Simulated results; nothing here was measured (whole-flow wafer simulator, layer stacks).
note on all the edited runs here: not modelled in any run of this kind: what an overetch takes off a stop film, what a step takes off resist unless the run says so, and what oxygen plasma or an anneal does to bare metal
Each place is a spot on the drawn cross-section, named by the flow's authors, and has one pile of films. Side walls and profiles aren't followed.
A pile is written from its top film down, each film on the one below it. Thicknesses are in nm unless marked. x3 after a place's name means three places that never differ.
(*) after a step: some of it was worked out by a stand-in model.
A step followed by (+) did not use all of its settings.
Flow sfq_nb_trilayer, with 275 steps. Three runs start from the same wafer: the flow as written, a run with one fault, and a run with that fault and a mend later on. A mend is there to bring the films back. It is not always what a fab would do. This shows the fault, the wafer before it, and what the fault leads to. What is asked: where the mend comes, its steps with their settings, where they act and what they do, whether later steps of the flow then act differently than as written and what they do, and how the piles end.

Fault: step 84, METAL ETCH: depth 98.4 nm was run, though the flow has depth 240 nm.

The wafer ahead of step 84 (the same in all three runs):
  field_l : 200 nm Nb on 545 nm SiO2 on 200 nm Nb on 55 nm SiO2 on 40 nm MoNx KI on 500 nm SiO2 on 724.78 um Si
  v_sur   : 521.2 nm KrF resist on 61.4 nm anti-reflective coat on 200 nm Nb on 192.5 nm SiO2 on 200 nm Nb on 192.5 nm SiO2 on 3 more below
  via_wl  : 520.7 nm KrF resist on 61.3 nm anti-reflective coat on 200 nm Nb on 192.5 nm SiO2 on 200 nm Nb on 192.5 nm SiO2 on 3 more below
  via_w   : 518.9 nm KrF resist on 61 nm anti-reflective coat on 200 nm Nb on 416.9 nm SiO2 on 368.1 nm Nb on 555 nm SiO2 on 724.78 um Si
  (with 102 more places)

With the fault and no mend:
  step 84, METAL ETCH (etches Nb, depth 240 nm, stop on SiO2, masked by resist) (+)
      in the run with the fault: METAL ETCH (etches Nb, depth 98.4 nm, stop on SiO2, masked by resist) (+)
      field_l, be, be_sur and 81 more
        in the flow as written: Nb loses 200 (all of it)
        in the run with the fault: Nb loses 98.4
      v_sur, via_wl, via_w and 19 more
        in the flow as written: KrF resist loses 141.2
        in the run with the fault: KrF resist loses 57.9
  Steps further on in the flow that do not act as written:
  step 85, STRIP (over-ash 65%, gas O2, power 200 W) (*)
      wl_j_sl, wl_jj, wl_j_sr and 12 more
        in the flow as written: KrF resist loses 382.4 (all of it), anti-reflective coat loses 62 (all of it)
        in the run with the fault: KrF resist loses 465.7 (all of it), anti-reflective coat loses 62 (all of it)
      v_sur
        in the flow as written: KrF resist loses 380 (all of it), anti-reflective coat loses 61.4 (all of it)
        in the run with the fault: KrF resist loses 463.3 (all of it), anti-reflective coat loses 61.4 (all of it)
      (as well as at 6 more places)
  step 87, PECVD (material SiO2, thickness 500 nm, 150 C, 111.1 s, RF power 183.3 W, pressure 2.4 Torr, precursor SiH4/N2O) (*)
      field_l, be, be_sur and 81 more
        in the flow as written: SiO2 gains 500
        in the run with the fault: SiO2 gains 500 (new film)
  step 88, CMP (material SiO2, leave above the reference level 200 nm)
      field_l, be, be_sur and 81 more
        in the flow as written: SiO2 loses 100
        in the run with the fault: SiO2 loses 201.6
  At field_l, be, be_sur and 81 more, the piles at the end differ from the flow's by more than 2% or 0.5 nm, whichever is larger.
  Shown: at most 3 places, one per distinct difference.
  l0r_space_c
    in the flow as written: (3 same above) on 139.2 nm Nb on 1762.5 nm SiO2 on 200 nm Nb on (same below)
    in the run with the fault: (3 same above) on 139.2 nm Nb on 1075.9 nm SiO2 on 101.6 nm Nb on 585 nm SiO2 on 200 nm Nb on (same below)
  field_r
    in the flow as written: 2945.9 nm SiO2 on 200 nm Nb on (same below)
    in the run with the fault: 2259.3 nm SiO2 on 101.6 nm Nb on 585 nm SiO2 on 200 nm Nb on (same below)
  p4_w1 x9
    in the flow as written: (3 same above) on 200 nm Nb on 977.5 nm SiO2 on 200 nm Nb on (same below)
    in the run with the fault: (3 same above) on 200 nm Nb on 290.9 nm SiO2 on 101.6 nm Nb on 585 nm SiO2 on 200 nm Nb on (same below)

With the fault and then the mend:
  The mend follows step 84.
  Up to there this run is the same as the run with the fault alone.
  step 84a, METAL ETCH (etches Nb, depth 141.6 nm, stop on SiO2, masked by resist) (+) (the flow's step 84, run once more with other settings)
      field_l, be, be_sur and 81 more
        Nb loses 101.6 (all of it)
      v_sur, via_wl, via_w and 19 more
        KrF resist loses 83.3
  Every later step of the flow that is run acts as written at every place that is followed.
  At every place that both follow, the piles at the end match the flow's.
